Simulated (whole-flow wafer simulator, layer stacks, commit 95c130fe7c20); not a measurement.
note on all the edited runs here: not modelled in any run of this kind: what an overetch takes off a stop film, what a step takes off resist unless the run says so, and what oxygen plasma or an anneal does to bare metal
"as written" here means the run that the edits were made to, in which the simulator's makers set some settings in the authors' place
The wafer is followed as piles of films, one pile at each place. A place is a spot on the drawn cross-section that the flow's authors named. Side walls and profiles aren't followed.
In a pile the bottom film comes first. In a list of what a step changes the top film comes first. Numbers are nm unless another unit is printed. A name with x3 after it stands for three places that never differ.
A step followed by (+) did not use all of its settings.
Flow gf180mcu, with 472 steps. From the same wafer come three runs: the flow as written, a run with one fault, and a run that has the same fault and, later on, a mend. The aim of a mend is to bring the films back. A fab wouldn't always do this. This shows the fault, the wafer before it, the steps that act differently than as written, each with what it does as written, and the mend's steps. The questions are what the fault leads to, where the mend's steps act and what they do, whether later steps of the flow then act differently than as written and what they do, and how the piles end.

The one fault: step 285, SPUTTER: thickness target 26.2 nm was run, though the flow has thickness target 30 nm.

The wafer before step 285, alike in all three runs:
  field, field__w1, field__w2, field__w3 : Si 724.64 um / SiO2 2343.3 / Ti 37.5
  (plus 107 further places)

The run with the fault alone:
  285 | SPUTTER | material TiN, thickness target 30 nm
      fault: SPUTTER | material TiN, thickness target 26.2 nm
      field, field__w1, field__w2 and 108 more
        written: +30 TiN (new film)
        fault: +26.2 TiN (new film)
  Steps later in the flow that act otherwise than as written (1 other step is not shown; it differs only slightly, by no more than 2% or 0.5 nm, whichever is larger):
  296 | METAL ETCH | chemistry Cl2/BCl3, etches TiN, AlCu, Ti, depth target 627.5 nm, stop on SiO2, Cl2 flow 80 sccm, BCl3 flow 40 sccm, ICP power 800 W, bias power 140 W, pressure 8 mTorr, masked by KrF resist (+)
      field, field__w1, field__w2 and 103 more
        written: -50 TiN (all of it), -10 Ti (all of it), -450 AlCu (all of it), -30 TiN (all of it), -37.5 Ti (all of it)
        fault: -50 TiN (all of it), -10 Ti (all of it), -450 AlCu (all of it), -26.2 TiN (all of it), -37.5 Ti (all of it)
  The piles end different from the flow's at field__w8, contact, m1, m1__w1, m1_nw by more than 2% or 0.5 nm, whichever is larger.
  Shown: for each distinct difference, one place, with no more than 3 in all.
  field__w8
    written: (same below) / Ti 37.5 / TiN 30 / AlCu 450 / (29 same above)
    fault: (same below) / Ti 37.5 / TiN 26.2 / AlCu 450 / (29 same above)
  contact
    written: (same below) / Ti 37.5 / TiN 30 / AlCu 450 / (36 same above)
    fault: (same below) / Ti 37.5 / TiN 26.2 / AlCu 450 / (36 same above)

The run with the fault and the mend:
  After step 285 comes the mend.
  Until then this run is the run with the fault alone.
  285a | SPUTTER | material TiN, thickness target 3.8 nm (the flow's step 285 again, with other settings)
      field, field__w1, field__w2 and 108 more
        +3.8 TiN
  None of the later steps of the flow acts differently than as written at any place that is followed.
  By the end, the piles equal the flow's at every place that both follow.
